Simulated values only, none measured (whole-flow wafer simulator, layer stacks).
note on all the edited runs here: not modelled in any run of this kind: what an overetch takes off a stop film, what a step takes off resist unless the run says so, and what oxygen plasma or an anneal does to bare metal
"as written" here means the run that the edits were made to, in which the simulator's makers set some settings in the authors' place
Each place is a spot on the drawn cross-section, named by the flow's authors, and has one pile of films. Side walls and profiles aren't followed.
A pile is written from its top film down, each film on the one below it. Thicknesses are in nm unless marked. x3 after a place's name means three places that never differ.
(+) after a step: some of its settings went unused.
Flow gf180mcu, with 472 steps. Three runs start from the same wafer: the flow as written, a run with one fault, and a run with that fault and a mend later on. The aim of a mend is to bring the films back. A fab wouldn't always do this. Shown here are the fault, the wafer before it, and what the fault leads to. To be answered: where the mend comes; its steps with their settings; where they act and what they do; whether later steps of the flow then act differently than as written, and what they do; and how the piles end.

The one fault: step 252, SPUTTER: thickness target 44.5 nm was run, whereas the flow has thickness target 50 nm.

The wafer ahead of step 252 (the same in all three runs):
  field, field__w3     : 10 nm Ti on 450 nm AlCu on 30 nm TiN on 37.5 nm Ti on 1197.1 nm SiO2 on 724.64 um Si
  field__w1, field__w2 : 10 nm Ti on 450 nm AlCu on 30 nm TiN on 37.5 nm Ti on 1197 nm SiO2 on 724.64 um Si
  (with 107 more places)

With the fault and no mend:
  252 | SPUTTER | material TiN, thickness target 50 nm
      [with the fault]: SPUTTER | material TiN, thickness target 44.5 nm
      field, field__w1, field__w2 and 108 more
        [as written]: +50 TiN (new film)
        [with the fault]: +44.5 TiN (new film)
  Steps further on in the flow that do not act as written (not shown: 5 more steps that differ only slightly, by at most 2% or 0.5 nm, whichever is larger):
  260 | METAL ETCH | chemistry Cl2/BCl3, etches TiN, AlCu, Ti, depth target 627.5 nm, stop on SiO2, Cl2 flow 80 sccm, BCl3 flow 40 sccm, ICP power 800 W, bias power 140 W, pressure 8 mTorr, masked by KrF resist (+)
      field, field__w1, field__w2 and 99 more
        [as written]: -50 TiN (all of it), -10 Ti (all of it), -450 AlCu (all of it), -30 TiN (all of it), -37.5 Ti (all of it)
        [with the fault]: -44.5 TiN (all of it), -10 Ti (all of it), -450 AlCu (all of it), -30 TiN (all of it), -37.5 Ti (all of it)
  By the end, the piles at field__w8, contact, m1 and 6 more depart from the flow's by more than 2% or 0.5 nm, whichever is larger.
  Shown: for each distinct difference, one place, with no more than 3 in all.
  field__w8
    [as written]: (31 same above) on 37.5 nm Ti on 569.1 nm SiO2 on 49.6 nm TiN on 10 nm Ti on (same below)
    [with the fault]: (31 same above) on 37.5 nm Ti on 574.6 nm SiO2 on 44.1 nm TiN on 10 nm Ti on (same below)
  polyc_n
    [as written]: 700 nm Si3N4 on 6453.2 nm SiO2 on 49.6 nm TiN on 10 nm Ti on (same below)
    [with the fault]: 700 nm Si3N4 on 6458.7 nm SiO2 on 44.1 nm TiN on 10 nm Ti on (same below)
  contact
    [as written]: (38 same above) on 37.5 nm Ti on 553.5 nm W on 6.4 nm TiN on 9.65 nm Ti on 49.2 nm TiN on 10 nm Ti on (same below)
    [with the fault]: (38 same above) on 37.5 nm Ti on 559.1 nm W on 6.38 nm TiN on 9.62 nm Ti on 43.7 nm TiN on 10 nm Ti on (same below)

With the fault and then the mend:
  The mend follows step 252.
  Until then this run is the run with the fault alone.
  252a | SPUTTER | material TiN, thickness target 5.5 nm (the flow's step 252 again, with other settings)
      field, field__w1, field__w2 and 108 more
        +5.5 TiN
  Later steps of the flow that are run all act as written at every place that is followed.
  By the end, the piles equal the flow's at every place that both follow.
